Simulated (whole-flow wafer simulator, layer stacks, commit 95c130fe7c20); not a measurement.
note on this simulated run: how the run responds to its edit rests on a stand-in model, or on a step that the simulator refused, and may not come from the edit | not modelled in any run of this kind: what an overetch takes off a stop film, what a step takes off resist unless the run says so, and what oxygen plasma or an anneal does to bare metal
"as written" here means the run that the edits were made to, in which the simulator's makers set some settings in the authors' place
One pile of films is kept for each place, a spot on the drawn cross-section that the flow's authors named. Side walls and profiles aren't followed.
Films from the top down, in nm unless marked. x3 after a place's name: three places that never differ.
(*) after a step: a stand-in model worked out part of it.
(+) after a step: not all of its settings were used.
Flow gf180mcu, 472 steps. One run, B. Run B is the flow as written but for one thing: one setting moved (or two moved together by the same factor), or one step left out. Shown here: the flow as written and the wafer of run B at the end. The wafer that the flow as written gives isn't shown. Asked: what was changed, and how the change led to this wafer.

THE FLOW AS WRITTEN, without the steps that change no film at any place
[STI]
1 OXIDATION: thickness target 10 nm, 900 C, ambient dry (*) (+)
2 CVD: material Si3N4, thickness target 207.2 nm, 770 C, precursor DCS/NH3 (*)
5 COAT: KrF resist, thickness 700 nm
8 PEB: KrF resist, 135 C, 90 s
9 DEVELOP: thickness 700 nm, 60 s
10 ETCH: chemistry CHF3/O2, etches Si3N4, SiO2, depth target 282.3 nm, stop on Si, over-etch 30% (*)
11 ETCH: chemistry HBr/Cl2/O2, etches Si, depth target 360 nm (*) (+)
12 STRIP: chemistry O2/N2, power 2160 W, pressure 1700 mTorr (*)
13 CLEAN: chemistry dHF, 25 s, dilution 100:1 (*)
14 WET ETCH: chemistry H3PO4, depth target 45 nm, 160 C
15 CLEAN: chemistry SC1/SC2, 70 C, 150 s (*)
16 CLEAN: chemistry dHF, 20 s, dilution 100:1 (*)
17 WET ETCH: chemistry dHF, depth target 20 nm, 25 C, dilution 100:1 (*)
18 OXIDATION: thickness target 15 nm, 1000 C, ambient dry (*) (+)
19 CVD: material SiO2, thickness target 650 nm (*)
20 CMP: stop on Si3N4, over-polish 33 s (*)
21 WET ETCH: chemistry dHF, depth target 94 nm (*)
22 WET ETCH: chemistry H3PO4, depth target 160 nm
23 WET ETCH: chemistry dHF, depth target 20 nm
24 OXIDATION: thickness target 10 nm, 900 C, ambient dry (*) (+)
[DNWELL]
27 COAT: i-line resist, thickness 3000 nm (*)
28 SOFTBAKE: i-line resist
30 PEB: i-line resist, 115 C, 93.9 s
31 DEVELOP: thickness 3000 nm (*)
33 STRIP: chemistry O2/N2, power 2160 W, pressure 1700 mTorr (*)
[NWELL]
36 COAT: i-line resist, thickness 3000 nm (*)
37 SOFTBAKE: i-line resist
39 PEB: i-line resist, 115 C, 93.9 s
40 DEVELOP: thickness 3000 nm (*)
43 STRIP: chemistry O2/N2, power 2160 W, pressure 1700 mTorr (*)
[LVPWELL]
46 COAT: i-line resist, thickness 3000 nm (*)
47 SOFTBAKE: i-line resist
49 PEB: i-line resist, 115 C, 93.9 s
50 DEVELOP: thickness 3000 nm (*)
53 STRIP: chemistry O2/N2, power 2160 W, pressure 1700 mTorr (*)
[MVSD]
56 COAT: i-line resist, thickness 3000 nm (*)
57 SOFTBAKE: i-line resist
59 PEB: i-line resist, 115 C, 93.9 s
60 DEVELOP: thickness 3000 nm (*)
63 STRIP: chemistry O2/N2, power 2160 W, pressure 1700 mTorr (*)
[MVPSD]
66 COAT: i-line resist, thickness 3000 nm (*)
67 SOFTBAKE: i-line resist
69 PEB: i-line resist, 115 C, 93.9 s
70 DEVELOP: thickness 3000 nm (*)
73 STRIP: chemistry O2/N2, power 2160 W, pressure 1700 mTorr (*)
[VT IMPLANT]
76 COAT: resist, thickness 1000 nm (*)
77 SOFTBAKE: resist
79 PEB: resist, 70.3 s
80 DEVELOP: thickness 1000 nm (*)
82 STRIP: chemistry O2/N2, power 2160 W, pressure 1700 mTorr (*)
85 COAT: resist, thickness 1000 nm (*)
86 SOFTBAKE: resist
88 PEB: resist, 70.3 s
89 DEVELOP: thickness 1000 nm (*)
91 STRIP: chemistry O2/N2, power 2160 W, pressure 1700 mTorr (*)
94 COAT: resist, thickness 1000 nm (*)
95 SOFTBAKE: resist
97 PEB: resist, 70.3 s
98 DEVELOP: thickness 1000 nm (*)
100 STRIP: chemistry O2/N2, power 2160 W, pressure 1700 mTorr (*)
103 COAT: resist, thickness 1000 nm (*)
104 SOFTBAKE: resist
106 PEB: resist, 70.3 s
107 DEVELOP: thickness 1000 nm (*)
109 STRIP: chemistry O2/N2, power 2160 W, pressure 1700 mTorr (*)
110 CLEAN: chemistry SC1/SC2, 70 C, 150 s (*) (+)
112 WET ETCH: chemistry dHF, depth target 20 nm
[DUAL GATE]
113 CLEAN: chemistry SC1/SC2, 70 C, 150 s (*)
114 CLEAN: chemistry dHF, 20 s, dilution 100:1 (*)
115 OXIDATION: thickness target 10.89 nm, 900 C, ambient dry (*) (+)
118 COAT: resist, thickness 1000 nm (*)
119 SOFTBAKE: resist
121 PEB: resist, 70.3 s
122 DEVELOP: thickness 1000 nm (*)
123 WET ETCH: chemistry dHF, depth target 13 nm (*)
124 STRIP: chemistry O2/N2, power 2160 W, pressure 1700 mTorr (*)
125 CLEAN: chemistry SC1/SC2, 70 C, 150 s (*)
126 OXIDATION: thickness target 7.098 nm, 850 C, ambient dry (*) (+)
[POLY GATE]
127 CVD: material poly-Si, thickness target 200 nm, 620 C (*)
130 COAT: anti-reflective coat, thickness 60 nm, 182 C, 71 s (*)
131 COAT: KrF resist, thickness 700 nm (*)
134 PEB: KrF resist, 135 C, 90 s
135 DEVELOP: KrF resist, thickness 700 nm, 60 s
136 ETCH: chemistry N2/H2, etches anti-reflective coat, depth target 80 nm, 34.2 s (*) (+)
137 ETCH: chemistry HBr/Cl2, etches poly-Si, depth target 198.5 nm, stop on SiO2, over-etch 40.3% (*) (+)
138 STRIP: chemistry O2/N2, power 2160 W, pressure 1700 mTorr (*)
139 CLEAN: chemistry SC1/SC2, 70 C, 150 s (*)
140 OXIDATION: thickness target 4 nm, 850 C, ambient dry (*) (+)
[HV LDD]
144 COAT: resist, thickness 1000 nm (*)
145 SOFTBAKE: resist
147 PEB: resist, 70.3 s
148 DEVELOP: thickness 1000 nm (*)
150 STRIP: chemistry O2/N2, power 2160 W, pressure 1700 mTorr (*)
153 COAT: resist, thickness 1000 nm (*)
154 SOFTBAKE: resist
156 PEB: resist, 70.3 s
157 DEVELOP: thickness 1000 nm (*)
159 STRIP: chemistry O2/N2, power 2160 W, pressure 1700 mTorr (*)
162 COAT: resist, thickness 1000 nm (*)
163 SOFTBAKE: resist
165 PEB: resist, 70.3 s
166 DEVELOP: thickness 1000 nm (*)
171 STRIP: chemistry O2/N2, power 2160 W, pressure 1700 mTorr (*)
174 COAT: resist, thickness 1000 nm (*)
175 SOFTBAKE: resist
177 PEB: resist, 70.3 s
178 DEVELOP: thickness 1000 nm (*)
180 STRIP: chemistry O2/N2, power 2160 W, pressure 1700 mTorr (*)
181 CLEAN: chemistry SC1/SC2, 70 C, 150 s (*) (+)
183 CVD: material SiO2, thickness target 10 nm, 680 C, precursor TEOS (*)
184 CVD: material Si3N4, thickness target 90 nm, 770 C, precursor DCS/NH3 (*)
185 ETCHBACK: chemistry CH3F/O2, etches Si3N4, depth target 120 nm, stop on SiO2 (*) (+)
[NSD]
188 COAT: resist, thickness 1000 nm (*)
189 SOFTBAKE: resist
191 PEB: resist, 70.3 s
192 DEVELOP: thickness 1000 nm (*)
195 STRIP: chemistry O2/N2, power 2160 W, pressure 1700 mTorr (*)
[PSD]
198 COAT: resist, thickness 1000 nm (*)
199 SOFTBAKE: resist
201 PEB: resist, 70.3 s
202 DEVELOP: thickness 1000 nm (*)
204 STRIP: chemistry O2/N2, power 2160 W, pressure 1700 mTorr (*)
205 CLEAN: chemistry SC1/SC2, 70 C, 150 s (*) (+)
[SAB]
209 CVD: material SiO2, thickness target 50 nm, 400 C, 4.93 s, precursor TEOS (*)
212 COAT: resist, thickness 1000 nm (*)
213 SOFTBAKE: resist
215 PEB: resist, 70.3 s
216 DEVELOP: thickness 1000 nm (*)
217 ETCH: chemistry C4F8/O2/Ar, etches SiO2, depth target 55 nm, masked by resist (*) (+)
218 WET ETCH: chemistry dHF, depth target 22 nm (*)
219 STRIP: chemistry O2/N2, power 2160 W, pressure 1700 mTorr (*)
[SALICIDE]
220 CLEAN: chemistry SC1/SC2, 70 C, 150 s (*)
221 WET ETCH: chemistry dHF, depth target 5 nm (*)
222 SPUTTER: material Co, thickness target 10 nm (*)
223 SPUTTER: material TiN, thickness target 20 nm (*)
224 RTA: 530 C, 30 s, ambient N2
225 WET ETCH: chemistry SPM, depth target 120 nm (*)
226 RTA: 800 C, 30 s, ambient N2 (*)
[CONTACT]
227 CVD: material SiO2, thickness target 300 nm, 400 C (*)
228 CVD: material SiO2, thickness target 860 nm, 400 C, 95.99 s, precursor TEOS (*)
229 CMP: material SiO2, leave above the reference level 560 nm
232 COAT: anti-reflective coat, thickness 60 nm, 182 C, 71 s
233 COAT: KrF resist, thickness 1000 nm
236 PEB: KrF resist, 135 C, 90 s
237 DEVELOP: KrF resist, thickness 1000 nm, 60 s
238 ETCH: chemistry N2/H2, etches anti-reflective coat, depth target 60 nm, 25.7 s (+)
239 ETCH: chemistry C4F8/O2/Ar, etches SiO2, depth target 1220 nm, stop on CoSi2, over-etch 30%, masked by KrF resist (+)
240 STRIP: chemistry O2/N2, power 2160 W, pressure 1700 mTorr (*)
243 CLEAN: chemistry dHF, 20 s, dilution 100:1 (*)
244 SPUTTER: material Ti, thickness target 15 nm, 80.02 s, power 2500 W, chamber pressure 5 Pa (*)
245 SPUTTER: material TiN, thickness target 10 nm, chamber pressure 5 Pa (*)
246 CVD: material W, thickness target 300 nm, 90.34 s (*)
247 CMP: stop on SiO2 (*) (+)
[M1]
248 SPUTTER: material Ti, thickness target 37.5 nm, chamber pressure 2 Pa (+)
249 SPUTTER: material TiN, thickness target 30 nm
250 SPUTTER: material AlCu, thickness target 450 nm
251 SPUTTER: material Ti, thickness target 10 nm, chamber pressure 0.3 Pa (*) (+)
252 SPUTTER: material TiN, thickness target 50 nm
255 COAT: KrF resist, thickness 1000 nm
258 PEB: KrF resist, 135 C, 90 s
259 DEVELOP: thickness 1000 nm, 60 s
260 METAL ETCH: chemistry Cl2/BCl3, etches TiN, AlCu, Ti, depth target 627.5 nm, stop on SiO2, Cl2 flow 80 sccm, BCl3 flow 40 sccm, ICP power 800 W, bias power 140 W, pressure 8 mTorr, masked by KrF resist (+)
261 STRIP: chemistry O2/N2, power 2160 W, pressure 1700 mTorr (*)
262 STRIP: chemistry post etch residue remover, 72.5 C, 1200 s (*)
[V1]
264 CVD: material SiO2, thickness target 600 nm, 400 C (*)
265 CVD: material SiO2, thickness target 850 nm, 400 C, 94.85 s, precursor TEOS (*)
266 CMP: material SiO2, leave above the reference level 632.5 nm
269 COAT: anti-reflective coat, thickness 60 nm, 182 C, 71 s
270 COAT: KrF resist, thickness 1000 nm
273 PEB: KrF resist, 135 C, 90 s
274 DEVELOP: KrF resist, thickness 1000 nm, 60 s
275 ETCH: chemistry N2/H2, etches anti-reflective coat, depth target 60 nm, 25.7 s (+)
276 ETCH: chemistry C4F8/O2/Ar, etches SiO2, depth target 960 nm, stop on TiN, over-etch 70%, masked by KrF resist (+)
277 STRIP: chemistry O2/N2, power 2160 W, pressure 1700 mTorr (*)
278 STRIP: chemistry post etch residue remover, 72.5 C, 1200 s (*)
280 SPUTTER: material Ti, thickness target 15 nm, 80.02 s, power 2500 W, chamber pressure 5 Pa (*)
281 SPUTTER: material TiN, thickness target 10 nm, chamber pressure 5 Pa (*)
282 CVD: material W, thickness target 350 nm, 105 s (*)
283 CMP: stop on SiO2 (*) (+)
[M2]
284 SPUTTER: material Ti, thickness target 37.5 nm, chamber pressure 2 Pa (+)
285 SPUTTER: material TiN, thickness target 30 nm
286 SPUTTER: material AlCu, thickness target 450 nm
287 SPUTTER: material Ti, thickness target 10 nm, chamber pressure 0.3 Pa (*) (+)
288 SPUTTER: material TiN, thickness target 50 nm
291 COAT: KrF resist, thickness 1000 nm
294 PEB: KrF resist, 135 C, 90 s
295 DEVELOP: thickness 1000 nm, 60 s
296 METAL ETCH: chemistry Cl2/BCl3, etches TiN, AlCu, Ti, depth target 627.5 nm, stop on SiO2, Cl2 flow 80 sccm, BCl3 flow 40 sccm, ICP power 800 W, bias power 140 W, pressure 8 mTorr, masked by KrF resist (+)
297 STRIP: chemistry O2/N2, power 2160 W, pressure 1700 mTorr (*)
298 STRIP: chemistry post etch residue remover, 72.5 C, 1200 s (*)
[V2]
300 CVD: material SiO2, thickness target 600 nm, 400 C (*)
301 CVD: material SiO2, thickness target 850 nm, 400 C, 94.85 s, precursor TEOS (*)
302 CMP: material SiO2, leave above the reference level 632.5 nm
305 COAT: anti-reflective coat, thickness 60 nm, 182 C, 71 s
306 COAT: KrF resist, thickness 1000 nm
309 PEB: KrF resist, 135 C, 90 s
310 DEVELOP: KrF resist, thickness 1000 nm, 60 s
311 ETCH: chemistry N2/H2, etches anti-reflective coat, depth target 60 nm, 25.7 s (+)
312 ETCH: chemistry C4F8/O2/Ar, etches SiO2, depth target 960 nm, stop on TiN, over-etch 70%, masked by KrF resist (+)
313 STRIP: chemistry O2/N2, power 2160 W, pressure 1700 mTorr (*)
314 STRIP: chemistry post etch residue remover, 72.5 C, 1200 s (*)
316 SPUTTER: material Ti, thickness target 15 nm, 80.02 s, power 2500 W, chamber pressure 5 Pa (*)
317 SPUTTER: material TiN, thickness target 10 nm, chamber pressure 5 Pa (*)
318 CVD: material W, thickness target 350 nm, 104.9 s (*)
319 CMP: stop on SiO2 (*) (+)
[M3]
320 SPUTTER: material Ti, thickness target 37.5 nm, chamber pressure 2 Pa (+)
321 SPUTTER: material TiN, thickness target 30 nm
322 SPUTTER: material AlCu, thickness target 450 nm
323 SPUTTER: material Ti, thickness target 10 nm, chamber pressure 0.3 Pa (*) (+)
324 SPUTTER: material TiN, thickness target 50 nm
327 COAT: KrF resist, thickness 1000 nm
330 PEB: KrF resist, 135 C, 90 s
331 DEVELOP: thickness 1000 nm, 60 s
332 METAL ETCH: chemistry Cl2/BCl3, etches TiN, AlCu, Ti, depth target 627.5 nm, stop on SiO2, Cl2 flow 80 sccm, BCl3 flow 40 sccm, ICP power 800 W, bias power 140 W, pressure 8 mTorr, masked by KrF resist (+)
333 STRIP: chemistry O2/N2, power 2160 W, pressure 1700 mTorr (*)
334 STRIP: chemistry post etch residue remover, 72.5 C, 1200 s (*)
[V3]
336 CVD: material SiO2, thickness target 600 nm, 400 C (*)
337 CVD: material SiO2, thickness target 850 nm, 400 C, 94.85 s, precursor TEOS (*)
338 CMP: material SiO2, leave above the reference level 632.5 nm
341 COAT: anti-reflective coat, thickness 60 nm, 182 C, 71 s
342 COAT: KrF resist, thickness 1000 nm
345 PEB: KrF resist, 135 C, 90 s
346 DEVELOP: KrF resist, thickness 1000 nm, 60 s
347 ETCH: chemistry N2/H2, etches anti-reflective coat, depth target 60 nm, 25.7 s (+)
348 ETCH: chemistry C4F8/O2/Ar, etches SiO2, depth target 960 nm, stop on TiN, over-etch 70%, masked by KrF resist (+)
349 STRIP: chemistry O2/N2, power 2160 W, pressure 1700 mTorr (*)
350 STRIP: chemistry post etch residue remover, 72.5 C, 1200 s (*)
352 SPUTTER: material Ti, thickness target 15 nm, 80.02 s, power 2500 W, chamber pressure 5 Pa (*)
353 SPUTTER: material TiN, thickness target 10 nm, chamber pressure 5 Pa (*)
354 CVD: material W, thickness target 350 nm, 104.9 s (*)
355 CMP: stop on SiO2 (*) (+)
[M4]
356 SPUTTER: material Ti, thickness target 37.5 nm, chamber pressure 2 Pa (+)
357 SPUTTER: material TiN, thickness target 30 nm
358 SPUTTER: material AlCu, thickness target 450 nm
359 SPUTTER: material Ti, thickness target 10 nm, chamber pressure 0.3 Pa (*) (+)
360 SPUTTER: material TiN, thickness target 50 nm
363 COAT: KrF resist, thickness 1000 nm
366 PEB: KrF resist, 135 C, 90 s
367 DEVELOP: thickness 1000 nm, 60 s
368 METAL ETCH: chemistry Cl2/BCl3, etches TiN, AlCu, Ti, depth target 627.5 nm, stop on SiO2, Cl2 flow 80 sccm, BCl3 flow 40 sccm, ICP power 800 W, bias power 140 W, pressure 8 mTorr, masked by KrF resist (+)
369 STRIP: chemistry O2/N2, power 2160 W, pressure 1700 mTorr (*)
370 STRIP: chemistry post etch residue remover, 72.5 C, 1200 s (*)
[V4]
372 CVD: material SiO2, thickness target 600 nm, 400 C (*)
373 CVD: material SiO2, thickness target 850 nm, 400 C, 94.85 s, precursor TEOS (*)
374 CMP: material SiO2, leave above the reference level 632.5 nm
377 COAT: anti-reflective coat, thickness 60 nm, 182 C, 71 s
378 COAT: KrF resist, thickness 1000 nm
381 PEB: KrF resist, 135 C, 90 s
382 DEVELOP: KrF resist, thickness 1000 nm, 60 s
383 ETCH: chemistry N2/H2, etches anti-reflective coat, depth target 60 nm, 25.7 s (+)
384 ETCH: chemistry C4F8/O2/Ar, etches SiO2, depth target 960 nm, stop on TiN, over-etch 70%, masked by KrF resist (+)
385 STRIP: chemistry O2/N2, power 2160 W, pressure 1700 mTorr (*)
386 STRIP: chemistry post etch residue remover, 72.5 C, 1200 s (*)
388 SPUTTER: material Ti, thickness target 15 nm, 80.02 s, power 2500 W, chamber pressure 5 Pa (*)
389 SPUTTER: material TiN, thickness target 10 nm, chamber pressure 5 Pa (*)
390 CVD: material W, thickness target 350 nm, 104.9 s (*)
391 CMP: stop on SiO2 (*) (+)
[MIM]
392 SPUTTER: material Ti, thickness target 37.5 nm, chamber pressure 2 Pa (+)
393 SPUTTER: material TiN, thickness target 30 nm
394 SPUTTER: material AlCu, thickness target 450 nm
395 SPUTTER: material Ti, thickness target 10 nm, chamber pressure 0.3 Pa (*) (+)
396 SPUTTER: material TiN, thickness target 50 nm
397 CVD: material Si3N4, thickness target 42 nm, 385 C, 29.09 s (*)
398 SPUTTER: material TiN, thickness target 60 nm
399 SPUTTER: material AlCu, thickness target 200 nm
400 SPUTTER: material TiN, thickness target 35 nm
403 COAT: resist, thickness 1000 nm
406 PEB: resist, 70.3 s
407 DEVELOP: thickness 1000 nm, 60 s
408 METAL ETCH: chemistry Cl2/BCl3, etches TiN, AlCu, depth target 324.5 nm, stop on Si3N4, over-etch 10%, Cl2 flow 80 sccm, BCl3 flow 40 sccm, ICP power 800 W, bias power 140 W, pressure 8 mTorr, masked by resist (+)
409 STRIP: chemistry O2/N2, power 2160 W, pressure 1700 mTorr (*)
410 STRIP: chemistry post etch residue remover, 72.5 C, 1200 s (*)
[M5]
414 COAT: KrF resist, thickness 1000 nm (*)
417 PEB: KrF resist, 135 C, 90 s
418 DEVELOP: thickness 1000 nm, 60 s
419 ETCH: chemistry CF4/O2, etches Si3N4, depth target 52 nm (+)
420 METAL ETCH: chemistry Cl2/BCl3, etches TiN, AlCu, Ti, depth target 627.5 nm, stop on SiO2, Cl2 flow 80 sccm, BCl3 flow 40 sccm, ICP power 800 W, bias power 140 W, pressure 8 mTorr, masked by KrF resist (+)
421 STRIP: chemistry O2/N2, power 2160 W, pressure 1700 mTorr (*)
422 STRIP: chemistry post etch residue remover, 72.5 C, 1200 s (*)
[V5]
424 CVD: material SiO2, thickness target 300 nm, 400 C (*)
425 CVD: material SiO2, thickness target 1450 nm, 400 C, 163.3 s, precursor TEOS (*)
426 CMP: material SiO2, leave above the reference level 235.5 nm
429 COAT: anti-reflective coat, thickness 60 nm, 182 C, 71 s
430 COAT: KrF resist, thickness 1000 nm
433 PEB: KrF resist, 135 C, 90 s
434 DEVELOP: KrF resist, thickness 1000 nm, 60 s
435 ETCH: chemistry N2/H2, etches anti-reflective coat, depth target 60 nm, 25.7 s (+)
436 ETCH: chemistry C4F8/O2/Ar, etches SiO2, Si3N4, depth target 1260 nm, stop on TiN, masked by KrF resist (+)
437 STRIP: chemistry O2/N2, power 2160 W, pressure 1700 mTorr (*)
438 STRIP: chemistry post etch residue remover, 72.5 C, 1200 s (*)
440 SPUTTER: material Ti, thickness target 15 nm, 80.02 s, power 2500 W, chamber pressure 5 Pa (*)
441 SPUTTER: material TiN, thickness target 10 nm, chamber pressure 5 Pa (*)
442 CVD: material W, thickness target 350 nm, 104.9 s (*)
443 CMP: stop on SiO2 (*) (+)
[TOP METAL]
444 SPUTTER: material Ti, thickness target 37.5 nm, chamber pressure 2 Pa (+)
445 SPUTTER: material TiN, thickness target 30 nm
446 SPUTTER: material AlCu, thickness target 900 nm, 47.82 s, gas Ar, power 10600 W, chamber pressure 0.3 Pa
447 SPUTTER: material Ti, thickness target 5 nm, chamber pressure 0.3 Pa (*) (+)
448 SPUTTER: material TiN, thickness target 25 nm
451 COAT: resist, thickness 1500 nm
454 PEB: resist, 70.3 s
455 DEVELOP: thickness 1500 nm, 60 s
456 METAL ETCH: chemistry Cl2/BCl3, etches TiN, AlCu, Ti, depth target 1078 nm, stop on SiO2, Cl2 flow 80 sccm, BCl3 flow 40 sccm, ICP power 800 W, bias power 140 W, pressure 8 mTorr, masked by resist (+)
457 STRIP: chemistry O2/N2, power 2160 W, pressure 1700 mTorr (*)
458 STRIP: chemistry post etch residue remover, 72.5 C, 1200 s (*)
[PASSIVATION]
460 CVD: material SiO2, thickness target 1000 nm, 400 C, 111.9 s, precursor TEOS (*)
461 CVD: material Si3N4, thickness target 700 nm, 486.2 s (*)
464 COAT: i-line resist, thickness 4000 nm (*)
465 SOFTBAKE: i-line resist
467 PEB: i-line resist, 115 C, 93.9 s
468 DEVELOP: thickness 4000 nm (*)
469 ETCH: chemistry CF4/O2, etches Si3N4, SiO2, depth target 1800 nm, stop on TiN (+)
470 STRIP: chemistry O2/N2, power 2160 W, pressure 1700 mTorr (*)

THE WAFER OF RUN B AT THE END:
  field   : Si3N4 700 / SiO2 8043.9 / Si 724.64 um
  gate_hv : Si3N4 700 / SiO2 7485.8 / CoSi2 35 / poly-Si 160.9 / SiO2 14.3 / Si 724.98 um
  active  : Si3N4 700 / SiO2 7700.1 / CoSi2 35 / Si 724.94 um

The cause: step 266, CMP: leave above the reference level 449.1 nm was run, where the flow has leave above the reference level 632.5 nm.

How the change led to this, step by step:
  266 CMP: material SiO2, leave above the reference level 632.5 nm
      field, field__w1, field__w2 and 99 more: SiO2 -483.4 (as written it would be: SiO2 -300)
      field__w8, contact, m1 and 6 more: SiO2 -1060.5 (as written it would be: SiO2 -877.1)
  276 ETCH: chemistry C4F8/O2/Ar, etches SiO2, depth target 960 nm, stop on TiN, over-etch 70%, masked by KrF resist (+)
      field, field__w1, field__w2 and 107 more: KrF resist -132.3 (as written it would be: KrF resist -192)
      contact: SiO2 -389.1 (all of it) (as written it would be: SiO2 -572.5 (all of it))
  277 STRIP: chemistry O2/N2, power 2160 W, pressure 1700 mTorr (*)
      field, field__w1, field__w2 and 107 more: KrF resist -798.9 (all of it), anti-reflective coat -60 (all of it) (as written it would be: KrF resist -739.2 (all of it), anti-reflective coat -60 (all of it))
  280 SPUTTER: material Ti, thickness target 15 nm, 80.02 s, power 2500 W, chamber pressure 5 Pa (*)
      contact: Ti +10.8 (new film) (as written it would be: Ti +9.65 (new film))
  281 SPUTTER: material TiN, thickness target 10 nm, chamber pressure 5 Pa (*)
      contact: TiN +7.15 (new film) (as written it would be: TiN +6.4 (new film))
  282 CVD: material W, thickness target 350 nm, 105 s (*)
      contact: W +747 (new film) (as written it would be: W +932.3 (new film))
